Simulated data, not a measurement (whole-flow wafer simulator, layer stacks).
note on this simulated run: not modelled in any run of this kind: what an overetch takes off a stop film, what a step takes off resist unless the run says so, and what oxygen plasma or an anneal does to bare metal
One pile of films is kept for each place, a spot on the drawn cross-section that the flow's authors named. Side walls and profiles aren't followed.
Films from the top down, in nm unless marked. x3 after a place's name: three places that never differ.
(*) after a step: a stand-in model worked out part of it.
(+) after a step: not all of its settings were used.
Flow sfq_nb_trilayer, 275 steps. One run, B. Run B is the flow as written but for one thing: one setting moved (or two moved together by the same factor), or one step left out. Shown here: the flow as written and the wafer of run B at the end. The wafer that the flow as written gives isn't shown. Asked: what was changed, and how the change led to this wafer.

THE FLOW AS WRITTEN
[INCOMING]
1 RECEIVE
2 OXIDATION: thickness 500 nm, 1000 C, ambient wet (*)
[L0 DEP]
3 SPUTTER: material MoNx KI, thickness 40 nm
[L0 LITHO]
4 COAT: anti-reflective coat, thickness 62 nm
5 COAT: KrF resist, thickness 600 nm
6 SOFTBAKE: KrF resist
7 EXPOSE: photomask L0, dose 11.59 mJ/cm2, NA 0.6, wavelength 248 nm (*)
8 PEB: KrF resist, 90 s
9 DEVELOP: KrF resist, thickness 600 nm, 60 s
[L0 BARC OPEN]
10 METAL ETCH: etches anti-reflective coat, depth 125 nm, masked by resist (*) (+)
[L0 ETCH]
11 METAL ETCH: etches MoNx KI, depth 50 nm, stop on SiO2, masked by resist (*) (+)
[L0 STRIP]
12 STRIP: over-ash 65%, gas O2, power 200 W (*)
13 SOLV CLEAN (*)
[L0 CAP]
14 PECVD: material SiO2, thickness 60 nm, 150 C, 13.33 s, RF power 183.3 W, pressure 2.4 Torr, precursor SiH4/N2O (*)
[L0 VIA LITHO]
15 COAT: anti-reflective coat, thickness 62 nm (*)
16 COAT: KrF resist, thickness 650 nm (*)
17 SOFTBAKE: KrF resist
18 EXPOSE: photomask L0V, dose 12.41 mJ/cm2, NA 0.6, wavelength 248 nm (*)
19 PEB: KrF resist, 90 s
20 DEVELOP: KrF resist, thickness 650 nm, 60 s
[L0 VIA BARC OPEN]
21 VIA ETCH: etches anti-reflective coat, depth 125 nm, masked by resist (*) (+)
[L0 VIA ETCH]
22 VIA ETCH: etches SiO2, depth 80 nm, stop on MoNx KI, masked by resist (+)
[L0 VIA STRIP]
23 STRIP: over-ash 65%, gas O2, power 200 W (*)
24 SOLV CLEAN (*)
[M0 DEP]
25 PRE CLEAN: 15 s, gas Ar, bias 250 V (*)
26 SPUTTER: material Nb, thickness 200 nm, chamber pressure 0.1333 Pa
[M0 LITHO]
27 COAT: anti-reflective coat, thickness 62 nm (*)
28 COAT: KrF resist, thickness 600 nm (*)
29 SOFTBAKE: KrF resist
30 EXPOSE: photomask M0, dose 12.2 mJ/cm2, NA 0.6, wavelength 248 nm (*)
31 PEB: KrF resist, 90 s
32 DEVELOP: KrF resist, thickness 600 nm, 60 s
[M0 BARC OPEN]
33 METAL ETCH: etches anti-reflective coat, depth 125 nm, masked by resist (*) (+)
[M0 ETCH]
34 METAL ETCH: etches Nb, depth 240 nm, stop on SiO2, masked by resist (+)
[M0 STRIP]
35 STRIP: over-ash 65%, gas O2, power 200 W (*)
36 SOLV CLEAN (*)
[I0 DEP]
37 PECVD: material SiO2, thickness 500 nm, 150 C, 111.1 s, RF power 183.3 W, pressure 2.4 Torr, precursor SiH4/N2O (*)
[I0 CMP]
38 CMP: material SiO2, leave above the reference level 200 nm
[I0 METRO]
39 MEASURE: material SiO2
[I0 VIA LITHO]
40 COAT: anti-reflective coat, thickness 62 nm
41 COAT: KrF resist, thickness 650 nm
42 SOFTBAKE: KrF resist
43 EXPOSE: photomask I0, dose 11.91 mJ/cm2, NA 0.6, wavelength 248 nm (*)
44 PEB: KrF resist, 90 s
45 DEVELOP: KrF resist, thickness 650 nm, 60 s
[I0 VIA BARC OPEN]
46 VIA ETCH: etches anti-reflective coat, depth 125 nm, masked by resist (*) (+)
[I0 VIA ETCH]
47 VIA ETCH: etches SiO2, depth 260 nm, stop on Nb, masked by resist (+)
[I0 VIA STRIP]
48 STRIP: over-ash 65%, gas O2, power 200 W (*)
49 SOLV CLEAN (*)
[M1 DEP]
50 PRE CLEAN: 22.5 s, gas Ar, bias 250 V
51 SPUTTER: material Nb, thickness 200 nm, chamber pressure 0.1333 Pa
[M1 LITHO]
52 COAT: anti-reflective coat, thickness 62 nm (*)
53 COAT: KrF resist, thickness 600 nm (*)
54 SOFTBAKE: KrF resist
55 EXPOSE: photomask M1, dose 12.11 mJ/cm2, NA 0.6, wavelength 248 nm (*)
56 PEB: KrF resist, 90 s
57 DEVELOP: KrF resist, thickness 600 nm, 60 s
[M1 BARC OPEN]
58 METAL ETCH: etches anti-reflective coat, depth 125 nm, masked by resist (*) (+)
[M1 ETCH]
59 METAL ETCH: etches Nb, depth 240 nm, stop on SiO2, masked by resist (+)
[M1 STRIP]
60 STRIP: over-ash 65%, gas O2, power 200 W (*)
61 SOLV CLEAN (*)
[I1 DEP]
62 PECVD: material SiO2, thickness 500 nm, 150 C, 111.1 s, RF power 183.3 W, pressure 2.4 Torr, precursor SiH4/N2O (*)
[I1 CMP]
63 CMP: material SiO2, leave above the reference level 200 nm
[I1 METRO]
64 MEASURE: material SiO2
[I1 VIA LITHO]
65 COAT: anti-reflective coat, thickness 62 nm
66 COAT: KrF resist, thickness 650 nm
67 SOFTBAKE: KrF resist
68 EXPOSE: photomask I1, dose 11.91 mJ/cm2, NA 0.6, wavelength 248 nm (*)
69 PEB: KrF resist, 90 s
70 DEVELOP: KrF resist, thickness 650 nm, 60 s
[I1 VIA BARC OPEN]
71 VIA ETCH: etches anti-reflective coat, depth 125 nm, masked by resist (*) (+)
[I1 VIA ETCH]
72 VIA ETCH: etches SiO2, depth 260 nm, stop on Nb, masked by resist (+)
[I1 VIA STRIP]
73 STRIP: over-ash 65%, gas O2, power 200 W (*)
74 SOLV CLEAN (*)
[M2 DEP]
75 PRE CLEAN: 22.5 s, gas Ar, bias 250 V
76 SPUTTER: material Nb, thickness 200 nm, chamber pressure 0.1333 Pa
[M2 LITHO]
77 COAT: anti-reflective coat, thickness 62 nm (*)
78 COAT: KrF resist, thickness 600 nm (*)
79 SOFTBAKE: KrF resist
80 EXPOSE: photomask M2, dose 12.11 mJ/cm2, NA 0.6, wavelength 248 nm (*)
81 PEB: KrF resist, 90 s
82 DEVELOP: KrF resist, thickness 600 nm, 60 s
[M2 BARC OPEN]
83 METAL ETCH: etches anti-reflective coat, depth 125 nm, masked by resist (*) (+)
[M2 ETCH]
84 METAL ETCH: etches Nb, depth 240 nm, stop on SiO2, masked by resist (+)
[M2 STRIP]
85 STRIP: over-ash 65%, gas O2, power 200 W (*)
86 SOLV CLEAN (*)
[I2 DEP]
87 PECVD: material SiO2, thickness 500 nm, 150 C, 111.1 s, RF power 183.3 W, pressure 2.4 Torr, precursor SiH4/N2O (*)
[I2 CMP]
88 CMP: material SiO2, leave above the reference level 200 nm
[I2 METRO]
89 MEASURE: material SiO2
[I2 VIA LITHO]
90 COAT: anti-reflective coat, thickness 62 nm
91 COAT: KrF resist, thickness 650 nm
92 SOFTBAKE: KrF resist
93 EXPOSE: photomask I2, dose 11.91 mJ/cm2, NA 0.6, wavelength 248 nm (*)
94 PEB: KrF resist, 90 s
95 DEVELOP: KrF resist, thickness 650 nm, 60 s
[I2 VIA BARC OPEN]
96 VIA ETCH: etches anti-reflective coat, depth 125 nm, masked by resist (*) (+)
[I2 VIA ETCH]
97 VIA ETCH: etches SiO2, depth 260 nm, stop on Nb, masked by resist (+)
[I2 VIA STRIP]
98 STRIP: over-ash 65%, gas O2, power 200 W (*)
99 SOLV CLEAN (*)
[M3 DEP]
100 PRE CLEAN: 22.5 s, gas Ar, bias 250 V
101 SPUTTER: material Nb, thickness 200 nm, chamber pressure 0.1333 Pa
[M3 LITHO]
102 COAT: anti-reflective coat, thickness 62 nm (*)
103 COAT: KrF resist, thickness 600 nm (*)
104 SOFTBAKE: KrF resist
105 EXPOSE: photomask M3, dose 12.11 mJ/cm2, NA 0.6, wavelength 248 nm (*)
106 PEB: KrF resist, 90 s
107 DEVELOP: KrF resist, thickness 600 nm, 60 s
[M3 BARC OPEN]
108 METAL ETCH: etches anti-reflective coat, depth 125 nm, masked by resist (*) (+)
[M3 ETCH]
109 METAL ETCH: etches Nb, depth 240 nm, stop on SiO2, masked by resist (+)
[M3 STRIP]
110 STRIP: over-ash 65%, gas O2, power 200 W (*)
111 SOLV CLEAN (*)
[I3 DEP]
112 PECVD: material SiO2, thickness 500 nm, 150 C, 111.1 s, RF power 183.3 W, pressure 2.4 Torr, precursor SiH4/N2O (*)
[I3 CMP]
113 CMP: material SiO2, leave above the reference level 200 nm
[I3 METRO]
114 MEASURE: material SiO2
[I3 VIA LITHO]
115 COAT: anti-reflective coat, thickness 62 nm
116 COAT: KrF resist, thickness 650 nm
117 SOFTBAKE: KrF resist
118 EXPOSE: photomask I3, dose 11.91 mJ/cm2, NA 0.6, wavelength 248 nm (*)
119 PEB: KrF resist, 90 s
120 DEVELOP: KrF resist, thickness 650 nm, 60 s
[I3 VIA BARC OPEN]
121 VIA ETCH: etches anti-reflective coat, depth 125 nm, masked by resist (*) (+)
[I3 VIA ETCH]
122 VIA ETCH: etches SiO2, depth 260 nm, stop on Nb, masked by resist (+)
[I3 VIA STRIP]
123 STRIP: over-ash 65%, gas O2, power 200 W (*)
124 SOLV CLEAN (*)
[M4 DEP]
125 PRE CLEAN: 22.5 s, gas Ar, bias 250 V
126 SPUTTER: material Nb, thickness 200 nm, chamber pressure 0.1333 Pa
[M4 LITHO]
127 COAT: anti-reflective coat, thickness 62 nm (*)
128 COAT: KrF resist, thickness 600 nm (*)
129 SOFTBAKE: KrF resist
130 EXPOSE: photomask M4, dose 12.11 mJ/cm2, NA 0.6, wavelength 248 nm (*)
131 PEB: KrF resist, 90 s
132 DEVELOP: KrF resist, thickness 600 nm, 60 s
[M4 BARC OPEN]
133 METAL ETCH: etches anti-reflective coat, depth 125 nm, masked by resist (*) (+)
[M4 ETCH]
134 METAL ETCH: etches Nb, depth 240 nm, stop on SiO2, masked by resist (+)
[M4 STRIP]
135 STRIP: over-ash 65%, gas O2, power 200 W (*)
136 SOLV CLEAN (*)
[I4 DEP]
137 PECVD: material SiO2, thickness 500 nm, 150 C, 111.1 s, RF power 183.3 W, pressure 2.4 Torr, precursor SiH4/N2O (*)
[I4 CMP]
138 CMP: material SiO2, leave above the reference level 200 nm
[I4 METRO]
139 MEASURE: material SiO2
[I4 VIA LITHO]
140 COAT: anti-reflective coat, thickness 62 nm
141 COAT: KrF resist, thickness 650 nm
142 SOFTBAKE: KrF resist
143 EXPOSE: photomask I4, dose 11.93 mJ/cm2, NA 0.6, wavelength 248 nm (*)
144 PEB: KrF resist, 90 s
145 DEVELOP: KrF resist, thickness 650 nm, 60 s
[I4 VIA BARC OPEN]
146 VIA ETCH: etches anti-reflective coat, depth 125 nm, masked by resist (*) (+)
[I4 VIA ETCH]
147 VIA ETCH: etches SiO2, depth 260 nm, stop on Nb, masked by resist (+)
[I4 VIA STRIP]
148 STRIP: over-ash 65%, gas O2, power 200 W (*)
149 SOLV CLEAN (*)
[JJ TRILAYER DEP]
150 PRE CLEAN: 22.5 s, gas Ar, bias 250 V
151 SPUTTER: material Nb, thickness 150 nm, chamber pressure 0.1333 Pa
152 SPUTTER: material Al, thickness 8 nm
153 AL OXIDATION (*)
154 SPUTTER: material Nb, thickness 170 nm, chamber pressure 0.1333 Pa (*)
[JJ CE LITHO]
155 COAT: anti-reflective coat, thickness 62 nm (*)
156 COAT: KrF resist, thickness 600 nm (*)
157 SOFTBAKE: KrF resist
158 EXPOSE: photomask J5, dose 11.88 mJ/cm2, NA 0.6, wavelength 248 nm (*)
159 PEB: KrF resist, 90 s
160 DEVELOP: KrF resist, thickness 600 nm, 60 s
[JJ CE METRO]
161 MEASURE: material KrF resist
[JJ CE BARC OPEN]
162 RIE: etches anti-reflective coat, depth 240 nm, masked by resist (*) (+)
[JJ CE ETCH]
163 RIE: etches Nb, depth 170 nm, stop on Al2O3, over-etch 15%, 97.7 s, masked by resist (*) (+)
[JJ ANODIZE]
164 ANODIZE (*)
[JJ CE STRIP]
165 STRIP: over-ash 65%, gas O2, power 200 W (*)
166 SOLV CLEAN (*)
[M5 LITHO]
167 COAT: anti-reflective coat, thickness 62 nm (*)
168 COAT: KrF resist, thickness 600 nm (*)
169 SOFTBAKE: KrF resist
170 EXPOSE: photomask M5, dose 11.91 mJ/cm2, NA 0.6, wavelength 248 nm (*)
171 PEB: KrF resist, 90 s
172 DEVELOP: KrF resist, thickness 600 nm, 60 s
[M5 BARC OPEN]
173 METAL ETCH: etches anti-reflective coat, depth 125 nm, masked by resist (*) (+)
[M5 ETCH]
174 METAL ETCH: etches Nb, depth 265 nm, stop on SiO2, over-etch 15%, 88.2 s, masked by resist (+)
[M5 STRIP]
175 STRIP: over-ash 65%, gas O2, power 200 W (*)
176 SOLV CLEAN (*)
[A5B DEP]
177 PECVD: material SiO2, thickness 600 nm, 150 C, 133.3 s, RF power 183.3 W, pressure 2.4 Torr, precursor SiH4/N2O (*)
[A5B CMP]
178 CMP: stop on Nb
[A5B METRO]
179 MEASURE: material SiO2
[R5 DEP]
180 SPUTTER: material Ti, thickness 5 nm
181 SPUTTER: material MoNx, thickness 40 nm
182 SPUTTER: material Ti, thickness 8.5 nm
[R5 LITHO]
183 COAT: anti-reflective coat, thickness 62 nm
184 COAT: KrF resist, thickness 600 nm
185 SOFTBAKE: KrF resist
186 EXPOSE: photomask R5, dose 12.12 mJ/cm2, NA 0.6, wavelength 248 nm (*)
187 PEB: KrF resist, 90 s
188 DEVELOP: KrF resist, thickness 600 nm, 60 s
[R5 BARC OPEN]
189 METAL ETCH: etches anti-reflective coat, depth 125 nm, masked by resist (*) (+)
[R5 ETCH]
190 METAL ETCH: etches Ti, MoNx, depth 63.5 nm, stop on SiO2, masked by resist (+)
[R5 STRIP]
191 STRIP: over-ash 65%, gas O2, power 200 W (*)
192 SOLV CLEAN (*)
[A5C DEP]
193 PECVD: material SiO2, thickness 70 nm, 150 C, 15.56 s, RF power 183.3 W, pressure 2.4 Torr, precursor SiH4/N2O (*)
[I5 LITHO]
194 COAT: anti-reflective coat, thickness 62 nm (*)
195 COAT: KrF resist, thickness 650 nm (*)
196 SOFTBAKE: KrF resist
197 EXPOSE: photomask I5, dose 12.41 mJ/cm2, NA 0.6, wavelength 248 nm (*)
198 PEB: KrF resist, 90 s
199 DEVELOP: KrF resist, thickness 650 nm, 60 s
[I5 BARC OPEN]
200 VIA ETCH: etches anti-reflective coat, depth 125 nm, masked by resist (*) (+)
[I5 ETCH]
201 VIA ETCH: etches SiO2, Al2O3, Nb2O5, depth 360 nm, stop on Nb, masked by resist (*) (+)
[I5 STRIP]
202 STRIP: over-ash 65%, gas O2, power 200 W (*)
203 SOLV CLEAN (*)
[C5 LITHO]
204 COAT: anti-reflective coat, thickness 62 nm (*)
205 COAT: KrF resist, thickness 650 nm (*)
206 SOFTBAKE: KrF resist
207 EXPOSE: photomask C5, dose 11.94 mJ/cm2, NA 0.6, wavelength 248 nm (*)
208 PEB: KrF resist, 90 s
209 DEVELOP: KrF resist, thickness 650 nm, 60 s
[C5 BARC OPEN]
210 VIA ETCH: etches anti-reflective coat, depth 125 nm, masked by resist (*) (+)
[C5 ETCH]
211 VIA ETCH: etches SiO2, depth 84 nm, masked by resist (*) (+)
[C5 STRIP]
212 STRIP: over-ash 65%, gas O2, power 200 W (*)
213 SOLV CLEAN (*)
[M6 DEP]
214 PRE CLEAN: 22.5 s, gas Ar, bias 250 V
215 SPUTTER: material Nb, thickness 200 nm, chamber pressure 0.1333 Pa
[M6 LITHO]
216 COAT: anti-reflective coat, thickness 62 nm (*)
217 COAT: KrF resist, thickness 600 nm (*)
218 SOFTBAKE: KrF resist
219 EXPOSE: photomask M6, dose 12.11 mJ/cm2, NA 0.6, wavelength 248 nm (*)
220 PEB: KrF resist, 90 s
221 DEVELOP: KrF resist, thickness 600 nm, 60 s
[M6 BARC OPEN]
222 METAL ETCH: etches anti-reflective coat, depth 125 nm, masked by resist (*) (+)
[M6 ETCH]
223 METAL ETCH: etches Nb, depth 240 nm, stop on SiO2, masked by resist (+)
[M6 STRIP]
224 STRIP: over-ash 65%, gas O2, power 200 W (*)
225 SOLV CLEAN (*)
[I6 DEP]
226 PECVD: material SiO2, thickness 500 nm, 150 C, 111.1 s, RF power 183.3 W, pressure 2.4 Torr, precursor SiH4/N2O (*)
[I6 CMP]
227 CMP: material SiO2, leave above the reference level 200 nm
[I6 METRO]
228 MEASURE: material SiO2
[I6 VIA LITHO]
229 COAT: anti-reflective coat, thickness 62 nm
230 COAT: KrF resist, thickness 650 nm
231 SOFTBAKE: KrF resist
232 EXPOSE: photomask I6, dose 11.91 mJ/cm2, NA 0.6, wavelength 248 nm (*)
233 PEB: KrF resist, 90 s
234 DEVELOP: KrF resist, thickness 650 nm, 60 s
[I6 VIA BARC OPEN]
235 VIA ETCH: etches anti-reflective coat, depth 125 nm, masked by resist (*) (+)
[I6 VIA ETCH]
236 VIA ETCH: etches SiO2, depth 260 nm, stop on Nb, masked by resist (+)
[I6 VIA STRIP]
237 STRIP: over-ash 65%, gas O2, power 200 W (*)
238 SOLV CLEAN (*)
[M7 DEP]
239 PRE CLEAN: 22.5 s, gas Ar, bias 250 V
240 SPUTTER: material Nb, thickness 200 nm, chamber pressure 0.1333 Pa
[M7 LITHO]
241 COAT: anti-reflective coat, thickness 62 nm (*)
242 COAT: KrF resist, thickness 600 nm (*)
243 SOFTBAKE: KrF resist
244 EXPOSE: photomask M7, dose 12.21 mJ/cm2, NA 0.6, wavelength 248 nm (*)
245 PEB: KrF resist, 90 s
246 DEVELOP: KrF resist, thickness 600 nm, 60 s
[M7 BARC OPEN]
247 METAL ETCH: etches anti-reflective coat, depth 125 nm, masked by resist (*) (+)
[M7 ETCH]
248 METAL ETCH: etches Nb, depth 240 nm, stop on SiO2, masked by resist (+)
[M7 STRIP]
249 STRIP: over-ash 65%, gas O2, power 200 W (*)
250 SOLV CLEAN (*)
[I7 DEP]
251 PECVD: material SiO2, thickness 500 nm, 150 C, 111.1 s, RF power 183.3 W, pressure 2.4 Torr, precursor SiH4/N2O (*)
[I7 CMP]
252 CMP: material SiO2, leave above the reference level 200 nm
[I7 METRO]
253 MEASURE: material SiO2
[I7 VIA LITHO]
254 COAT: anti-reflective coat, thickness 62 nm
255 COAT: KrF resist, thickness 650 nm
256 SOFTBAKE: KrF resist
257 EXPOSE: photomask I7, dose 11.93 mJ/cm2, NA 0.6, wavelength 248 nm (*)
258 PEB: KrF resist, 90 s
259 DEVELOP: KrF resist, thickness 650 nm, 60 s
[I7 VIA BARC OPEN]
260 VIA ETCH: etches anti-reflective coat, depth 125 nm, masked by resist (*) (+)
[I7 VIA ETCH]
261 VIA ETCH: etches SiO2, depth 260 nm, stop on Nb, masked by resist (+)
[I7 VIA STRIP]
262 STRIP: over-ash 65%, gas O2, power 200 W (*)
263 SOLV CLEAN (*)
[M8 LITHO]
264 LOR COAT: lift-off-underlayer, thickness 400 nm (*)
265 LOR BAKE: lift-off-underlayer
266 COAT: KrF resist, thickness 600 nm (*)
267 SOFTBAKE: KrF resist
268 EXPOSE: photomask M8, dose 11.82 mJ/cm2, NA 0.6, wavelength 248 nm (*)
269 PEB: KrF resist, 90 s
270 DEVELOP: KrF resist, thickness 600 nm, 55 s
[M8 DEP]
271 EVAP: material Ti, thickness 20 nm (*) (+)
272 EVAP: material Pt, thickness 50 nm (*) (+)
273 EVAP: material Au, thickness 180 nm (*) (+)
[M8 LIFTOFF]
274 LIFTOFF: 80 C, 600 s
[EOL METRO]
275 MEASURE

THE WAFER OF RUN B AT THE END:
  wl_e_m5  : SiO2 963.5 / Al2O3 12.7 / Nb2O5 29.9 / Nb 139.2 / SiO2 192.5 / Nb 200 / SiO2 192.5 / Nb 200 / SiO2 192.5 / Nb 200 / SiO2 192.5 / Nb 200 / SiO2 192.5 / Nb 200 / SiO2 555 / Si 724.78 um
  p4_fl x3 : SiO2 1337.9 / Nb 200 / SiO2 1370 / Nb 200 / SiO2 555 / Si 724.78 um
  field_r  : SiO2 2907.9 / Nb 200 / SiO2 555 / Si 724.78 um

The cause: step 227, CMP: leave above the reference level 162 nm was run, where the flow has leave above the reference level 200 nm.

How the change led to this, step by step:
  227 CMP: material SiO2, leave above the reference level 200 nm
      field_l, p4_fl x3, p4_w1 x3 and 55 more: SiO2 -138 (as written it would be: SiO2 -100)
      v_sur, via_wl, via_w and 15 more: SiO2 -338 (as written it would be: SiO2 -300)
      (and at 26 more places)
  236 VIA ETCH: etches SiO2, depth 260 nm, stop on Nb, masked by resist (+)
      field_l, v_sur, via_wl and 102 more: KrF resist -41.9 (as written it would be: KrF resist -44.8)
      via_v: SiO2 -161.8 (all of it) (as written it would be: SiO2 -199.8 (all of it))
  240 SPUTTER: material Nb, thickness 200 nm, chamber pressure 0.1333 Pa
      via_v: Nb +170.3 (as written it would be: Nb +161.1)
  241 COAT: anti-reflective coat, thickness 62 nm (*)
      via_v: anti-reflective coat +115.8 (new film) (as written it would be: anti-reflective coat +126 (new film))
  242 COAT: KrF resist, thickness 600 nm (*)
      via_v: KrF resist +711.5 (new film) (as written it would be: KrF resist +742.5 (new film))
  249 STRIP: over-ash 65%, gas O2, power 200 W (*)
      via_v: KrF resist -493.6 (all of it), anti-reflective coat -115.8 (all of it) (as written it would be: KrF resist -524.5 (all of it), anti-reflective coat -126 (all of it))
  251 PECVD: material SiO2, thickness 500 nm, 150 C, 111.1 s, RF power 183.3 W, pressure 2.4 Torr, precursor SiH4/N2O (*)
      via_v: SiO2 +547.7 (new film) (as written it would be: SiO2 +621 (new film))
  252 CMP: material SiO2, leave above the reference level 200 nm
      via_v: SiO2 -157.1 (as written it would be: SiO2 -183.1)
